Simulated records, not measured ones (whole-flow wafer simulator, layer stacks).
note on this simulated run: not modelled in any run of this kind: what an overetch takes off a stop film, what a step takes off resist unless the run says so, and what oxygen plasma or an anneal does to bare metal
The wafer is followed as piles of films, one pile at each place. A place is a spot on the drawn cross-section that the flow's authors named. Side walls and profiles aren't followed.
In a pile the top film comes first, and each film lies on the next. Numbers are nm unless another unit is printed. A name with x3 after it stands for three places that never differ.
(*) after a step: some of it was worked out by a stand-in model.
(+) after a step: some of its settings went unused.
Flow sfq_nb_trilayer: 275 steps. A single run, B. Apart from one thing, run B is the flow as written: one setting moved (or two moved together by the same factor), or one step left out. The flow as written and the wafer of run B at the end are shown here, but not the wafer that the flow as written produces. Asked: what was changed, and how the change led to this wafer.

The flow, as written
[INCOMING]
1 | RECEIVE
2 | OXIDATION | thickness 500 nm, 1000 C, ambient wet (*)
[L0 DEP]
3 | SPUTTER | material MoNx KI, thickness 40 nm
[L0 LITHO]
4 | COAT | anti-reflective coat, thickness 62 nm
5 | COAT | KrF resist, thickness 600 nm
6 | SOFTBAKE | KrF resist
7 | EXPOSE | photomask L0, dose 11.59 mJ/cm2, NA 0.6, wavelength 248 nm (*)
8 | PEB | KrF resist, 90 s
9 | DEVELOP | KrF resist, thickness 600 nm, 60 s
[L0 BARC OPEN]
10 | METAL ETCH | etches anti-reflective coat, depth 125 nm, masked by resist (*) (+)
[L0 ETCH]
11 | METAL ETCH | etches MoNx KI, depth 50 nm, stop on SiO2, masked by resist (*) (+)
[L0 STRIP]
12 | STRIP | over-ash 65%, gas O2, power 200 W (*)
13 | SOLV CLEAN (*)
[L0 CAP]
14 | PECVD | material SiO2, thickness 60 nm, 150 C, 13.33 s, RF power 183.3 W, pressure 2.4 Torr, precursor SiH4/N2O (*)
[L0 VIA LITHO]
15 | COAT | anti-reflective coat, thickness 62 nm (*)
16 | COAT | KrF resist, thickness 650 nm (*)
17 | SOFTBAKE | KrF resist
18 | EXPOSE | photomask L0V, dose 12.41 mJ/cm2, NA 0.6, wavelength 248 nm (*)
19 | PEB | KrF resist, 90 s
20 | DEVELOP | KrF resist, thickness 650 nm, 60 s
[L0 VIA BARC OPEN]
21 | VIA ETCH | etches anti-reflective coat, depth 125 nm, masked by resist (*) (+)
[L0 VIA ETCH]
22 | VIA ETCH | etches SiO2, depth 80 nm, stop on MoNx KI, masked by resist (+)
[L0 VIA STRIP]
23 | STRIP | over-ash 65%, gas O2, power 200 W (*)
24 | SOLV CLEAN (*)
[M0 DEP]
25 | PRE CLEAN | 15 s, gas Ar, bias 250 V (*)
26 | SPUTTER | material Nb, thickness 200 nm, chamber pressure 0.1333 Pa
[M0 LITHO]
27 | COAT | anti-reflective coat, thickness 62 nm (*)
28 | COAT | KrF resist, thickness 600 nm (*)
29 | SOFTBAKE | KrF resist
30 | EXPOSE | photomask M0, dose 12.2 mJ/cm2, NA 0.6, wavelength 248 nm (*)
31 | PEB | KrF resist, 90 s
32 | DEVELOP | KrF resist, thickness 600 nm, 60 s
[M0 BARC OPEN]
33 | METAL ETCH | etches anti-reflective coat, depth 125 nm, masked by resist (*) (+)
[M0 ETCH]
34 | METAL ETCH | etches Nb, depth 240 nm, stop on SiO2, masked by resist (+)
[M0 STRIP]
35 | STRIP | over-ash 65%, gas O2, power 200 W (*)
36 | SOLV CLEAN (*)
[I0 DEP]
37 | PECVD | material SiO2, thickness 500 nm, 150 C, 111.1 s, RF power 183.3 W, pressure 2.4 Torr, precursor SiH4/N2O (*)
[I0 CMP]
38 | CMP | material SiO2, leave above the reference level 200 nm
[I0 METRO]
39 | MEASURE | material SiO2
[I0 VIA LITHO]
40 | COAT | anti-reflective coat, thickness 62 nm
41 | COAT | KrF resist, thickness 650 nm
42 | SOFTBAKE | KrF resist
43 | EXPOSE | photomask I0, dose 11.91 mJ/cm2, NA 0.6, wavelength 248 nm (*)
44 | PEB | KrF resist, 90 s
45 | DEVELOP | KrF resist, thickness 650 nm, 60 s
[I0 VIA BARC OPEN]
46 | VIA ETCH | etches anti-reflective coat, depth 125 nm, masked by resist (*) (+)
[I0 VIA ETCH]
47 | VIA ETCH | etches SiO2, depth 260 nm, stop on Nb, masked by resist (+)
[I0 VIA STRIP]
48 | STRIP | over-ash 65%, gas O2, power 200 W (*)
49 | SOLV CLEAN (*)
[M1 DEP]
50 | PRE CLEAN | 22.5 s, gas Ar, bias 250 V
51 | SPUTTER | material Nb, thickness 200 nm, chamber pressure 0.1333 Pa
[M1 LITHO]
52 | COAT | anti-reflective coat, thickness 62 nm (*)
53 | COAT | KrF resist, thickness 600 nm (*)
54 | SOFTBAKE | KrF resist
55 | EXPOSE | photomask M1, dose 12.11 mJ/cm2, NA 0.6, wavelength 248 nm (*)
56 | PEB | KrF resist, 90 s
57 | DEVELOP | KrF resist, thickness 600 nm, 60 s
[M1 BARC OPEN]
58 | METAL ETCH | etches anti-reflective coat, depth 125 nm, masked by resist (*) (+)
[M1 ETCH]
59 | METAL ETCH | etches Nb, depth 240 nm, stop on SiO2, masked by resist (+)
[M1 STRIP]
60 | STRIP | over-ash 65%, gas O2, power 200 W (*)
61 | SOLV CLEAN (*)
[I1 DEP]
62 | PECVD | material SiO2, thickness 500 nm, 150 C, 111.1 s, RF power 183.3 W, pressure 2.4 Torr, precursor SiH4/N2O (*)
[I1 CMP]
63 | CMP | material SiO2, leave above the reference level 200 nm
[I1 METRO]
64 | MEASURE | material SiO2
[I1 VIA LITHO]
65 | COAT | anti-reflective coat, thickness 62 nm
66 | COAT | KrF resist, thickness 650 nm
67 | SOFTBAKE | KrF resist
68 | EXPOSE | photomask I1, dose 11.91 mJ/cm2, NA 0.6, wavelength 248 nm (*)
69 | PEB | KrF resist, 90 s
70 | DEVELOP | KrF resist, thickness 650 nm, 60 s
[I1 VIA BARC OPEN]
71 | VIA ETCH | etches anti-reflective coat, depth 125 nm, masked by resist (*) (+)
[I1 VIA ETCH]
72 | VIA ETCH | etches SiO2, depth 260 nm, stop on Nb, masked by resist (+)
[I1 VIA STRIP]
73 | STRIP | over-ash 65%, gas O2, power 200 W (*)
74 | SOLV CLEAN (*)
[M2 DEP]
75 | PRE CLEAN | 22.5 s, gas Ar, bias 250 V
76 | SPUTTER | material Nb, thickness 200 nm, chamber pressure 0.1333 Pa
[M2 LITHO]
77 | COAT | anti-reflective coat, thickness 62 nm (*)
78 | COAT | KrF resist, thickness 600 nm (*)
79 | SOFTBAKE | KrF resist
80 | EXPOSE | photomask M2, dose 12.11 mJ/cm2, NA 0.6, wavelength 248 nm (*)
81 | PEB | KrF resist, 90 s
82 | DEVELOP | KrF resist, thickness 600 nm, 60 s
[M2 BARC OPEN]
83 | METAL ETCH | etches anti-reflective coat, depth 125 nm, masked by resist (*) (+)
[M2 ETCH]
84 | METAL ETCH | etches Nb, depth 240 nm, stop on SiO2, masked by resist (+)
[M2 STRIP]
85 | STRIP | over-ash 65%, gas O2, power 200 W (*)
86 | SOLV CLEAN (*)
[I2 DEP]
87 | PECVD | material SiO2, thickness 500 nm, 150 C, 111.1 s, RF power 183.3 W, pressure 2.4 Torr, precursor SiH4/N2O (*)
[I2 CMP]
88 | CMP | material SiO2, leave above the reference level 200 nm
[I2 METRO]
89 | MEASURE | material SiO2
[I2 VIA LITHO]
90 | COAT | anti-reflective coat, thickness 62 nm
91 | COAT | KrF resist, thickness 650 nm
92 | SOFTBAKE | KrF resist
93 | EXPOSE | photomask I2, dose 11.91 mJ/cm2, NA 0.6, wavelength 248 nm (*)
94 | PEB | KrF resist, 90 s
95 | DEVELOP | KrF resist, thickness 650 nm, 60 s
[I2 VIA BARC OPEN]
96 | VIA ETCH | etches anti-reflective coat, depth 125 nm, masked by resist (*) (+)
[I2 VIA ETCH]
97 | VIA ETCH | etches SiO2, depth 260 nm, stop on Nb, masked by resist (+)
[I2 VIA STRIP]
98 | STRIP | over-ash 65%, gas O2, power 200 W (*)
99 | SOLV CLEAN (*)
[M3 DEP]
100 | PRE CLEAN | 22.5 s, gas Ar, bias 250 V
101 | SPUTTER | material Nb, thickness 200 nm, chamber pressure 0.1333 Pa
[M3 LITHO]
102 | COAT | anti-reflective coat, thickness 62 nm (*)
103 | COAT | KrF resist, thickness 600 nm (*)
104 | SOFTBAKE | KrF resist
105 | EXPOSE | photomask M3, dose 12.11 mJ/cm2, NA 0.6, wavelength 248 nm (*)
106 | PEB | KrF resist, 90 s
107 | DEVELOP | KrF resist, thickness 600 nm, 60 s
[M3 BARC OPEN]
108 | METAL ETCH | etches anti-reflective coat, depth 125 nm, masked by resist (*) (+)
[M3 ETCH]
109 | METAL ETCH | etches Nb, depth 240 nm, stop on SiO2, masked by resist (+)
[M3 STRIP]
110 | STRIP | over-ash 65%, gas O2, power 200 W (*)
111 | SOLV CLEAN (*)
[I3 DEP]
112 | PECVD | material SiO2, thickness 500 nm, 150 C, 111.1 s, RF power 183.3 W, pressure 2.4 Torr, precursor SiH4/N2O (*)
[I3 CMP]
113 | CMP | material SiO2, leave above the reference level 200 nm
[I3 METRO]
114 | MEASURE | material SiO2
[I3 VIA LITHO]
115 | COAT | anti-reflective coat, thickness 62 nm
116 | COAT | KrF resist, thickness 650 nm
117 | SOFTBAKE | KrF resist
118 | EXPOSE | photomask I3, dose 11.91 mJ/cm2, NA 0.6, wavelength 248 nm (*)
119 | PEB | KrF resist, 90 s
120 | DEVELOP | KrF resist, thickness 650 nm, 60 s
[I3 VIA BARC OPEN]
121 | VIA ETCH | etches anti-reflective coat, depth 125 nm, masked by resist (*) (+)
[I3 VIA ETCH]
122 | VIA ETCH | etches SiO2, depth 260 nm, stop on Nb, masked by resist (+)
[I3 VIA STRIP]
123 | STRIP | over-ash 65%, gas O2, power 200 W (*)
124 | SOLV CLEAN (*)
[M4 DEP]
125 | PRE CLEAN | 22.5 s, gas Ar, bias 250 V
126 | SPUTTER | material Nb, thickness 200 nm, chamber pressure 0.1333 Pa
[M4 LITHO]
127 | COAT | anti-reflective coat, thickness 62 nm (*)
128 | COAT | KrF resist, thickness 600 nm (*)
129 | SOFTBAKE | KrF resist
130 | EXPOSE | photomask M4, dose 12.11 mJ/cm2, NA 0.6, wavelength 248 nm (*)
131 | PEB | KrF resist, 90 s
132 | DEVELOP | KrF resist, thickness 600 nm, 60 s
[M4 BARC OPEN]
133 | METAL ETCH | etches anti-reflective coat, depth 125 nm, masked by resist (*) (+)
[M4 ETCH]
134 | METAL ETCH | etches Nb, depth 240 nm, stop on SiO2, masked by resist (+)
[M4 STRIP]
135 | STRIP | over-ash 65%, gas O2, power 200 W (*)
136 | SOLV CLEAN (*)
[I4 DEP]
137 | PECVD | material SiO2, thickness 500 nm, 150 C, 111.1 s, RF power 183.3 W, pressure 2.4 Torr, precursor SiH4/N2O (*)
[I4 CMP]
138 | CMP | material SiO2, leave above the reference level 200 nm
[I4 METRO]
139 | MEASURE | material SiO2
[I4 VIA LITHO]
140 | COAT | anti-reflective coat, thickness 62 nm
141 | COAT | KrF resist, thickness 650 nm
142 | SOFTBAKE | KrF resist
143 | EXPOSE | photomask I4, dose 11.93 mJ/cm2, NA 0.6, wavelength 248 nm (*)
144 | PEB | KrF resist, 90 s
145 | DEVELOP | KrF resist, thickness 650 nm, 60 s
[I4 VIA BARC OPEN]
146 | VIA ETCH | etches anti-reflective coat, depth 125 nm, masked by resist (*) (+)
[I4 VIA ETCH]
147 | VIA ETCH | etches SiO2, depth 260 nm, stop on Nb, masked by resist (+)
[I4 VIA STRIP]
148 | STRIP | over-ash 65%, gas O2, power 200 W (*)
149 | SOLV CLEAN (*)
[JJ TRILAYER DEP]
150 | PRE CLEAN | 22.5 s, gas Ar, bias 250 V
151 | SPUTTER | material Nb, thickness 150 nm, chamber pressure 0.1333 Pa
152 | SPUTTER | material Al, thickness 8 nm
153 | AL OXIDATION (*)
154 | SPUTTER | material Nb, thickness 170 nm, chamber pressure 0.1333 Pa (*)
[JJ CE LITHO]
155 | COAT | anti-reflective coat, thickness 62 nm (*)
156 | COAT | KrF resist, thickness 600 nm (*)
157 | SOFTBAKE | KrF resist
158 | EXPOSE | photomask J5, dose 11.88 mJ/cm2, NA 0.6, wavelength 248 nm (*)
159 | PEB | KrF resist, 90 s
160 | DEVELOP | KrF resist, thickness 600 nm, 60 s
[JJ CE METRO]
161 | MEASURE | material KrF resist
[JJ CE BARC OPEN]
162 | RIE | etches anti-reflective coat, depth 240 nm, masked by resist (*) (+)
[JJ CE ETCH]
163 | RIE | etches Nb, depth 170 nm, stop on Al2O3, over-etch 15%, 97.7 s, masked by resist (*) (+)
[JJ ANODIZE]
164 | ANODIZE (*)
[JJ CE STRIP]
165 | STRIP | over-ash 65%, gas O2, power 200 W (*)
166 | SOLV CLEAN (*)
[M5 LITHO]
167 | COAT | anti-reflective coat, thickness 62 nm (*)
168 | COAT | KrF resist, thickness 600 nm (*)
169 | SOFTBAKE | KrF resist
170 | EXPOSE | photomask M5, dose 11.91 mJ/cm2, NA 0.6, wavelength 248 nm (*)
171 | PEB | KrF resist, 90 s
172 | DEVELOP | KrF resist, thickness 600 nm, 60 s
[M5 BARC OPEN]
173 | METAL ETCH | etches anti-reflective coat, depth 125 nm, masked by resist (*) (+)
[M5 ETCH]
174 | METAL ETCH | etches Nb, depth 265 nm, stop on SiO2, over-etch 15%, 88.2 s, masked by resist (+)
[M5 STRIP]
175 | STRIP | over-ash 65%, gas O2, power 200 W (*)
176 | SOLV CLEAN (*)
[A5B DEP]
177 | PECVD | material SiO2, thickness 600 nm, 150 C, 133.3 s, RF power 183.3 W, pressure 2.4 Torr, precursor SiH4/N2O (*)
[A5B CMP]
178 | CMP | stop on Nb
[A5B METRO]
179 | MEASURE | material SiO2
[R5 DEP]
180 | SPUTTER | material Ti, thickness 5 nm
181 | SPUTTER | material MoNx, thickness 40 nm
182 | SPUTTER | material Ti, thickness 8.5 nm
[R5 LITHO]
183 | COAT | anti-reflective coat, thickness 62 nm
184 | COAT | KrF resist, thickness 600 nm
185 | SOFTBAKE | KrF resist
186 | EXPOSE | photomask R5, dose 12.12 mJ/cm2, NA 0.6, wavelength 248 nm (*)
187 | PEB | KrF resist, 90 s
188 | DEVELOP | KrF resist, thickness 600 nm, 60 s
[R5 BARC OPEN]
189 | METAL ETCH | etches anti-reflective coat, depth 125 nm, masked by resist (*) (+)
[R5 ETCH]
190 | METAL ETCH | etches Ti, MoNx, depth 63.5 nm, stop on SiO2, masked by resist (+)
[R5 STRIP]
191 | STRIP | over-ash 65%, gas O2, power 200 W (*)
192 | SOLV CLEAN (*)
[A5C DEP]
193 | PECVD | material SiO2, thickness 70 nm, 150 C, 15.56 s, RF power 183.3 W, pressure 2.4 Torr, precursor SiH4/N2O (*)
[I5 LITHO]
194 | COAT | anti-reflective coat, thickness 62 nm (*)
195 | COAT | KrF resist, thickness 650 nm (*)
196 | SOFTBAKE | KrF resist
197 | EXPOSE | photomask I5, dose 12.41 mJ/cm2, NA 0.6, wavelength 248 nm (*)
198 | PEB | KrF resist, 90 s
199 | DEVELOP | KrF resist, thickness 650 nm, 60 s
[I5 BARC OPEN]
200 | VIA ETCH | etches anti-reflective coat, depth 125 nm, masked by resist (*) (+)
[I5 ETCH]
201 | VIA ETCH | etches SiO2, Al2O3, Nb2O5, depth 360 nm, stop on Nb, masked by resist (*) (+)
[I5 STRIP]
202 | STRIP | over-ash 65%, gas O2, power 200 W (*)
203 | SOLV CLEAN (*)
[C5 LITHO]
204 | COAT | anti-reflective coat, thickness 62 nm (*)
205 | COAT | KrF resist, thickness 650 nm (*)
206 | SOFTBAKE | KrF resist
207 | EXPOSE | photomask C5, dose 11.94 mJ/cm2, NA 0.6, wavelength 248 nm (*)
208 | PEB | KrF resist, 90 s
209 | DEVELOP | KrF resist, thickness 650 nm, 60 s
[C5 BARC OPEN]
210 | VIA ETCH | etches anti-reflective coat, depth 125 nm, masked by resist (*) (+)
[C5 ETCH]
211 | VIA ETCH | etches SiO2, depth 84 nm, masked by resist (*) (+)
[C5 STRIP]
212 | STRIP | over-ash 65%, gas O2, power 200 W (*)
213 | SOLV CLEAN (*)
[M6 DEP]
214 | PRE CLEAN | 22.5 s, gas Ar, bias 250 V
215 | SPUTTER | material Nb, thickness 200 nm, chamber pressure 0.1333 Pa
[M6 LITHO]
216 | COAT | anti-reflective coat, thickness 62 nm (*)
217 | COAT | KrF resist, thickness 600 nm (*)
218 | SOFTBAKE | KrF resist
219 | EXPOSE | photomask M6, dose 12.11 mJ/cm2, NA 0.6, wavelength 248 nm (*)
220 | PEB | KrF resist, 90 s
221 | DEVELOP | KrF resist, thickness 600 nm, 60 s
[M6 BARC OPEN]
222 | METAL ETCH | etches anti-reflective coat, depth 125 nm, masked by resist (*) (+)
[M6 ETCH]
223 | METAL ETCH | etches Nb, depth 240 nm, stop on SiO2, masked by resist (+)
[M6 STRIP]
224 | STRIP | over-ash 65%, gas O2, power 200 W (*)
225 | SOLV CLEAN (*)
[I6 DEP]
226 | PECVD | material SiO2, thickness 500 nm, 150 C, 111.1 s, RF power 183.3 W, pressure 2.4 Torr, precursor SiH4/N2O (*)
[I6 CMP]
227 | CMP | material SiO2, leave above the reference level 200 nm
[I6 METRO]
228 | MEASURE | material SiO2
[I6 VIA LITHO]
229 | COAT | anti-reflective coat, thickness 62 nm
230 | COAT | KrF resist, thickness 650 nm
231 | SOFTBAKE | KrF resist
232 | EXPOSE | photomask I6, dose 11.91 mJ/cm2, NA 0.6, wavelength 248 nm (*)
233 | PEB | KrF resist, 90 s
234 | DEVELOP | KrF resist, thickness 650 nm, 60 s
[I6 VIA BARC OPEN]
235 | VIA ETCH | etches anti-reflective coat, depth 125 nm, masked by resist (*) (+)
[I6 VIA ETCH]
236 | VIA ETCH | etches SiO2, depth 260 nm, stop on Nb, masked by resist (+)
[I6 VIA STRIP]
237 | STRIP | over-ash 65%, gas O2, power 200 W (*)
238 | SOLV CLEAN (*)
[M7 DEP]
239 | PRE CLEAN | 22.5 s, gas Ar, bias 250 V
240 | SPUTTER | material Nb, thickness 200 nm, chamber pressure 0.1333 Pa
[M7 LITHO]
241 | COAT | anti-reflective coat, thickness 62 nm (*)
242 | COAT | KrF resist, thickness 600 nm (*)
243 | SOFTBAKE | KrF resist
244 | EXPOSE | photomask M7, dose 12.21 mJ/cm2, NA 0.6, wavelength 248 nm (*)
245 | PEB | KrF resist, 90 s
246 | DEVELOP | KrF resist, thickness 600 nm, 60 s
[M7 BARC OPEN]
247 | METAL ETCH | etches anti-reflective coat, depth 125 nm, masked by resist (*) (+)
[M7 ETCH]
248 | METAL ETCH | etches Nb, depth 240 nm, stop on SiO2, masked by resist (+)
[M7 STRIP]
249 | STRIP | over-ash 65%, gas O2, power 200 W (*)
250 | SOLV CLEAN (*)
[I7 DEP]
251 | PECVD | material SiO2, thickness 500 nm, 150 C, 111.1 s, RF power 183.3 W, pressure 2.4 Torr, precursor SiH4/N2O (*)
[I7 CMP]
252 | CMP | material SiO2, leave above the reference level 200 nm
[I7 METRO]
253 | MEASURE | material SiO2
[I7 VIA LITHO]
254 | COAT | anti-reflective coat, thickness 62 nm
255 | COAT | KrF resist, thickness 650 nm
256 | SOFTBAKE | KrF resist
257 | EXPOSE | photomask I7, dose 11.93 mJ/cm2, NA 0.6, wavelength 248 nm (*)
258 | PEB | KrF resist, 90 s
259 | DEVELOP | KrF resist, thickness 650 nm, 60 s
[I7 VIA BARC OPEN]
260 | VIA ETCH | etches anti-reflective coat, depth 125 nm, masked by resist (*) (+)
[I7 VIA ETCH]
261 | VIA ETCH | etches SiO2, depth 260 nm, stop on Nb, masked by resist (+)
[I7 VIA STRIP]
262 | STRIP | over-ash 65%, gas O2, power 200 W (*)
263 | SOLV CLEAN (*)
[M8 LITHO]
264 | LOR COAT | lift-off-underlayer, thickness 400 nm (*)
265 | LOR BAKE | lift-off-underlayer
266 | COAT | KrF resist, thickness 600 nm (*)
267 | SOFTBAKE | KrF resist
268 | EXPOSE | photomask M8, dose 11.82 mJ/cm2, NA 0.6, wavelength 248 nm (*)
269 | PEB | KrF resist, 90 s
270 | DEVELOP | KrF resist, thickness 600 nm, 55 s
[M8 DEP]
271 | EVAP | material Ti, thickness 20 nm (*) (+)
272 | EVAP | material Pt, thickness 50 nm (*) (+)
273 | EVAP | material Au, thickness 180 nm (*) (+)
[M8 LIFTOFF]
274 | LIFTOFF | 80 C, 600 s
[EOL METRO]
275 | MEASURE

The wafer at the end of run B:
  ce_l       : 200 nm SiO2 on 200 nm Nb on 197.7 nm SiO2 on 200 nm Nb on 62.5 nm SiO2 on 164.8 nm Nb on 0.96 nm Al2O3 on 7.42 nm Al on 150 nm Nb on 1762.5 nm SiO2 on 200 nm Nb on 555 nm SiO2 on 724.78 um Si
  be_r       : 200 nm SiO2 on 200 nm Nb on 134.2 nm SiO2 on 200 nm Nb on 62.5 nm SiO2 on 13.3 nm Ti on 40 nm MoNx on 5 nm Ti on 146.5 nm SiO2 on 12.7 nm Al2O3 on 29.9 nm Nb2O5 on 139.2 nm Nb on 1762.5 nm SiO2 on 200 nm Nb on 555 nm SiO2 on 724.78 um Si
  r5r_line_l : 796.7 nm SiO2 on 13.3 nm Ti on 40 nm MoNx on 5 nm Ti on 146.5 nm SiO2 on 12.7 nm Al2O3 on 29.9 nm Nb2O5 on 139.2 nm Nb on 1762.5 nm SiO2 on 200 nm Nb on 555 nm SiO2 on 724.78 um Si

Cause: step 182, SPUTTER: thickness 13.3 nm was run, while the flow as written has thickness 8.5 nm.
One can read it off the wafer: be_r has Ti 13.3, and step 182 as written asks for 8.5 nm.

Step by step, how the change led to this:
  182 | SPUTTER | material Ti, thickness 8.5 nm
      field_l, v_sur, via_wl and 103 more: Ti gains 13.3 (new film) (it would be, as written: Ti gains 8.5 (new film))
  190 | METAL ETCH | etches Ti, MoNx, depth 63.5 nm, stop on SiO2, masked by resist (+)
      field_l, v_sur, via_wl and 92 more: Ti loses 13.3 (all of it), MoNx loses 40 (all of it), Ti loses 5 (all of it) (it would be, as written: Ti loses 8.5 (all of it), MoNx loses 40 (all of it), Ti loses 5 (all of it))
      ce_l, c5j, ce_r, wl_jj: Ti loses 13.3 (all of it), MoNx loses 40 (all of it), Ti loses 5 (all of it), Nb loses 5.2 (it would be, as written: Ti loses 8.5 (all of it), MoNx loses 40 (all of it), Ti loses 5 (all of it), Nb loses 10)
  194 | COAT | anti-reflective coat, thickness 62 nm (*)
      r5r_spacepad_l, r5r_spacepad_r: anti-reflective coat gains 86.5 (new film) (it would be, as written: anti-reflective coat gains 84.4 (new film))
      ce_l: anti-reflective coat gains 65 (new film) (it would be, as written: anti-reflective coat gains 67.2 (new film))
      (as well as at 4 more places)
  202 | STRIP | over-ash 65%, gas O2, power 200 W (*)
      r5r_spacepad_l, r5r_spacepad_r: KrF resist loses 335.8 (all of it), anti-reflective coat loses 86.5 (all of it) (it would be, as written: KrF resist loses 335.6 (all of it), anti-reflective coat loses 84.4 (all of it))
      ce_l: KrF resist loses 340.2 (all of it), anti-reflective coat loses 65 (all of it) (it would be, as written: KrF resist loses 341.5 (all of it), anti-reflective coat loses 67.2 (all of it))
      (as well as at 4 more places)
  204 | COAT | anti-reflective coat, thickness 62 nm (*)
      r5r_spacepad_l, r5r_spacepad_r: anti-reflective coat gains 86.5 (new film) (it would be, as written: anti-reflective coat gains 84.4 (new film))
      ce_l: anti-reflective coat gains 63.9 (new film) (it would be, as written: anti-reflective coat gains 66 (new film))
      (as well as at 3 more places)
  212 | STRIP | over-ash 65%, gas O2, power 200 W (*)
      r5r_spacepad_l, r5r_spacepad_r: KrF resist loses 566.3 (all of it), anti-reflective coat loses 86.5 (all of it) (it would be, as written: KrF resist loses 565.8 (all of it), anti-reflective coat loses 84.4 (all of it))
      ce_l: KrF resist loses 566.5 (all of it), anti-reflective coat loses 63.9 (all of it) (it would be, as written: KrF resist loses 567.4 (all of it), anti-reflective coat loses 66 (all of it))
      (as well as at 3 more places)
  216 | COAT | anti-reflective coat, thickness 62 nm (*)
      r5r_spacepad_l, r5r_spacepad_r: anti-reflective coat gains 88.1 (new film) (it would be, as written: anti-reflective coat gains 85.7 (new film))
      jj_sur: anti-reflective coat gains 57.4 (new film) (it would be, as written: anti-reflective coat gains 56.1 (new film))
      (as well as at 4 more places)
  222 | METAL ETCH | etches anti-reflective coat, depth 125 nm, masked by resist (*) (+)
      r5r_spacepad_l, r5r_spacepad_r: anti-reflective coat loses 88.1 (all of it) (it would be, as written: anti-reflective coat loses 85.7 (all of it))
  224 | STRIP | over-ash 65%, gas O2, power 200 W (*)
      jj_sur: KrF resist loses 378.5 (all of it), anti-reflective coat loses 57.4 (all of it) (it would be, as written: KrF resist loses 378.5 (all of it), anti-reflective coat loses 56.1 (all of it))
      ce_l: KrF resist loses 395.2 (all of it), anti-reflective coat loses 46.6 (all of it) (it would be, as written: KrF resist loses 397.1 (all of it), anti-reflective coat loses 48 (all of it))
      (as well as at 3 more places)
  227 | CMP | material SiO2, leave above the reference level 200 nm
      r5r_line_l, r5r_spacepad_l, r5r_spacepad_r, r5r_line_c, r5r_line_r: SiO2 loses 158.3 (it would be, as written: SiO2 loses 153.5)
      c5j: SiO2 loses 227.8 (it would be, as written: SiO2 loses 223)
